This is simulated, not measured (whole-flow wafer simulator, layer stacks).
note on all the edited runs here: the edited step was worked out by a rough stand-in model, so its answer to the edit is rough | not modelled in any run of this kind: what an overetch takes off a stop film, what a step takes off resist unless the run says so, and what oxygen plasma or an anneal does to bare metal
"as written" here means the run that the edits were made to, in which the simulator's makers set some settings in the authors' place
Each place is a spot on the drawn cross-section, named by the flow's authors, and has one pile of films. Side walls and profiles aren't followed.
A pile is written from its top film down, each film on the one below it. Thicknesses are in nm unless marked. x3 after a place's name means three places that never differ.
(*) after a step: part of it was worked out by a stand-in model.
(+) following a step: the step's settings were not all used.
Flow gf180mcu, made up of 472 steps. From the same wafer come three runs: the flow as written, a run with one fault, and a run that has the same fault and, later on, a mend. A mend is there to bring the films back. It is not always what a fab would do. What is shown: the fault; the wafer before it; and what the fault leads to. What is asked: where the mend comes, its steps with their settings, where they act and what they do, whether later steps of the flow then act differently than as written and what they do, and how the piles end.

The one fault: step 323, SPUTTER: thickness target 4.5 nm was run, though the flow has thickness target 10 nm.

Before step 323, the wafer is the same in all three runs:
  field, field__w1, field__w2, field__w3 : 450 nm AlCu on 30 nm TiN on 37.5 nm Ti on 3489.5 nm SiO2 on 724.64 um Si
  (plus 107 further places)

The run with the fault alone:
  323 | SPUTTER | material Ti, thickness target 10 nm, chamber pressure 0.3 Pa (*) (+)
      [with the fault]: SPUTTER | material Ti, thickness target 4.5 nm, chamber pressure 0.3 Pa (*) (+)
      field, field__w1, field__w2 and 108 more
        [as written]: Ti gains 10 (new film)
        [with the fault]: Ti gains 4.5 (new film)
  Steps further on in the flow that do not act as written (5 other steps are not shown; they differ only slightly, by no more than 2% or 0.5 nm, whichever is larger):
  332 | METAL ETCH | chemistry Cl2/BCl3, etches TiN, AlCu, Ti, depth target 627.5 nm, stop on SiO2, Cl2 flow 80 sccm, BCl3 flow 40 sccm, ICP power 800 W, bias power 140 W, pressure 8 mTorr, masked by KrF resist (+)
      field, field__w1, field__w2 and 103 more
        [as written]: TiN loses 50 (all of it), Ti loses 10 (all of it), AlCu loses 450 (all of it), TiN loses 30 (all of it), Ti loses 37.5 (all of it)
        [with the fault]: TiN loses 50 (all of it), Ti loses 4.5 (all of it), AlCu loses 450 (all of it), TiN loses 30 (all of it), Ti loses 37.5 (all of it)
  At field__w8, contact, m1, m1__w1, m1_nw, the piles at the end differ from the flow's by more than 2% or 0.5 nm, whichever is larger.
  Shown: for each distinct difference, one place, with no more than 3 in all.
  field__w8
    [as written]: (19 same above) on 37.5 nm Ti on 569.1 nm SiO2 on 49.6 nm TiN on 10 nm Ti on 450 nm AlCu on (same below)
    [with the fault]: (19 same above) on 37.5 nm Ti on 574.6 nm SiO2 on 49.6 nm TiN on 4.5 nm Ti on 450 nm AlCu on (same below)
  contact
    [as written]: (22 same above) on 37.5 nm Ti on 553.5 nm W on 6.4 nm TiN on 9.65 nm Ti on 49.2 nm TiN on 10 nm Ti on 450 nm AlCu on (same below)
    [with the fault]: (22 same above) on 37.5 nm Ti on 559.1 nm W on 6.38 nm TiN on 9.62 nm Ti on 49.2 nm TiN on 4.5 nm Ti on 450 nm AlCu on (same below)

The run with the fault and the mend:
  The mend follows step 323.
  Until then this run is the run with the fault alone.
  323a | SPUTTER | material Ti, thickness target 5.5 nm, chamber pressure 0.3 Pa (*) (+) (a further turn of the flow's step 323, with different settings)
      field, field__w1, field__w2 and 108 more
        Ti gains 5.5
  Every later step of the flow that is run acts as written at every place that is followed.
  The piles end the same as the flow's at every place that both follow.
